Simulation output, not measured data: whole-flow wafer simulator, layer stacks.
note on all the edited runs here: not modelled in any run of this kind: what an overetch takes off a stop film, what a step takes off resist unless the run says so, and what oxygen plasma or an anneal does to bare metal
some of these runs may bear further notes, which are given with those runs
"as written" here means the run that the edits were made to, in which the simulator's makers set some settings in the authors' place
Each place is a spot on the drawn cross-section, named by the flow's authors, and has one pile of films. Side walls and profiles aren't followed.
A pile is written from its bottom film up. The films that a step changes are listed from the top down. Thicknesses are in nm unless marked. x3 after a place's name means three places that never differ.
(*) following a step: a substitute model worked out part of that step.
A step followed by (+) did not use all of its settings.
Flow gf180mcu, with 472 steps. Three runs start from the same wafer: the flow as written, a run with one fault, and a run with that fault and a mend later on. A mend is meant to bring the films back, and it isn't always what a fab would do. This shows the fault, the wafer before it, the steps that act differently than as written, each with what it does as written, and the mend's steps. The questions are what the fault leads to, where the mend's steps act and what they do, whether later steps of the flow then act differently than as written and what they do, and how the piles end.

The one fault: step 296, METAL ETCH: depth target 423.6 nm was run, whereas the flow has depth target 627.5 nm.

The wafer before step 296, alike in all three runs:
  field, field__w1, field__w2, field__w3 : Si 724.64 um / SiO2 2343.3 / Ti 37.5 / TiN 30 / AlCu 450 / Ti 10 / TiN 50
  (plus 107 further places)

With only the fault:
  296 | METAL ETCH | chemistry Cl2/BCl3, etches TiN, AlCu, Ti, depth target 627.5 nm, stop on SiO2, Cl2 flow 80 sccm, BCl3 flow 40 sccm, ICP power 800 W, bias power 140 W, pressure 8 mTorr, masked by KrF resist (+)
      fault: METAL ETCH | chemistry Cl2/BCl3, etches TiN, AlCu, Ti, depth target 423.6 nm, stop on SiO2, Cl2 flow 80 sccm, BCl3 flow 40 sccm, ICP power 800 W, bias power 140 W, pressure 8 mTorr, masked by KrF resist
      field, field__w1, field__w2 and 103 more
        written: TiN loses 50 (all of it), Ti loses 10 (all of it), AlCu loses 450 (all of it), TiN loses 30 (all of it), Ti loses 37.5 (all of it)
        fault: TiN loses 50 (all of it), Ti loses 10 (all of it), AlCu loses 363.6
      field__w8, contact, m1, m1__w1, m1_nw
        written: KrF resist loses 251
        fault: KrF resist loses 169.4
  Steps further on in the flow that do not act as written:
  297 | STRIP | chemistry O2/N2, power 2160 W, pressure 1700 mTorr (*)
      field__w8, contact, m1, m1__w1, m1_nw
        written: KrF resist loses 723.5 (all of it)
        fault: KrF resist loses 805.1 (all of it)
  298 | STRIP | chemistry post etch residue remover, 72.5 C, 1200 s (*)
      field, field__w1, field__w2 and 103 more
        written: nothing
        fault: AlCu loses 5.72
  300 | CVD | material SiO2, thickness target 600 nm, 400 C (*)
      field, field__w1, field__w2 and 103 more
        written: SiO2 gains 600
        fault: SiO2 gains 600 (new film)
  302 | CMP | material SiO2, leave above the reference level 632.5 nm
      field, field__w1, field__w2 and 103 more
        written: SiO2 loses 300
        fault: SiO2 loses 448.2
  At field, field__w1, field__w2 and 104 more, the piles at the end differ from the flow's by more than 2% or 0.5 nm, whichever is larger.
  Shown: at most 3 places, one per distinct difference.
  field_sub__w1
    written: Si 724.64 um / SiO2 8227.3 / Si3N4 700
    fault: Si 724.64 um / SiO2 2343.2 / Ti 37.5 / TiN 30 / AlCu 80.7 / SiO2 5735.8 / Si3N4 700
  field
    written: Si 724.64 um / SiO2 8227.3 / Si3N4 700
    fault: Si 724.64 um / SiO2 2343.3 / Ti 37.5 / TiN 30 / AlCu 80.7 / SiO2 5735.8 / Si3N4 700
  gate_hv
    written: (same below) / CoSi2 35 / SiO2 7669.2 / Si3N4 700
    fault: (same below) / CoSi2 35 / SiO2 1785.1 / Ti 37.5 / TiN 30 / AlCu 80.7 / SiO2 5735.8 / Si3N4 700

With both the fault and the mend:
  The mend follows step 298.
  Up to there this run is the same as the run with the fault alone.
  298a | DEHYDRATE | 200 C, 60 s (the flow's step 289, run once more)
      alters no film at any place that is followed
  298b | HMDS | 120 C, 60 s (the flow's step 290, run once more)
      alters no film at any place that is followed
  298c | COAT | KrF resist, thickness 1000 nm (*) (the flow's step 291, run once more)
      iso_ptap_pw, iso_ntap_nw, iso_nw_fld and 33 more
        KrF resist gains 1000 (new film)
      field__w1, field__w2, field__w3 and 17 more
        KrF resist gains 1002.8 (new film)
      field_sub__w2, field_sub__w4, ld_acc_p and 8 more
        KrF resist gains 1002.7 (new film)
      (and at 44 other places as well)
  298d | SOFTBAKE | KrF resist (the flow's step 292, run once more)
      alters no film at any place that is followed
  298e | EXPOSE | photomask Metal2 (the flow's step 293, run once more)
      alters no film at any place that is followed
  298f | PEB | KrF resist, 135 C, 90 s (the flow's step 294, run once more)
      field__w1, field__w2, field__w3 and 56 more
        KrF resist loses 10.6
      iso_ptap_pw, iso_ntap_nw, iso_nw_fld and 33 more
        KrF resist loses 10.5
      gate_hv, sd_p, nw_sep_fld, polyc_n, polyc_n_rim
        KrF resist loses 10.7
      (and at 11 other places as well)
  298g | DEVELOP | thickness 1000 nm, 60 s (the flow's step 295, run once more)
      iso_ptap_pw, iso_ntap_nw, iso_nw_fld and 33 more
        KrF resist loses 989.5 (all of it)
      field__w1, field__w2, field__w3 and 13 more
        KrF resist loses 992.3 (all of it)
      field_sub__w2, field_sub__w4, ld_drn_n and 7 more
        KrF resist loses 992.1 (all of it)
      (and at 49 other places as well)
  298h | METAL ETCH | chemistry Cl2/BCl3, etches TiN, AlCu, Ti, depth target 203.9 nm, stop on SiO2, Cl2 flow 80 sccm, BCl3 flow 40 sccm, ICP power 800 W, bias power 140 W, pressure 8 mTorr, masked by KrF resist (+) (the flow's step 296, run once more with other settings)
      field, field__w1, field__w2 and 103 more
        AlCu loses 80.7 (all of it), TiN loses 30 (all of it), Ti loses 37.5 (all of it)
      field__w8, contact, m1, m1__w1, m1_nw
        KrF resist loses 81.6
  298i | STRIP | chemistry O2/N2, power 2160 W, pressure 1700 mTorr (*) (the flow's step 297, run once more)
      field__w8
        KrF resist loses 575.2 (all of it)
      contact
        KrF resist loses 573.2 (all of it)
      m1
        KrF resist loses 575.7 (all of it)
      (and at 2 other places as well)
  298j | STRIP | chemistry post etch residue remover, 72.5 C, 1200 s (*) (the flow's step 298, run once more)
      field__w8, contact, m1, m1__w1, m1_nw
        TiN loses 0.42
  Later steps of the flow that are run all act as written at every place that is followed, up to a difference of at most 2% or 0.5 nm, whichever is larger.
  At the end the piles are close to the flow's at the places that both follow, differing by at most 2% or 0.5 nm, whichever is larger.
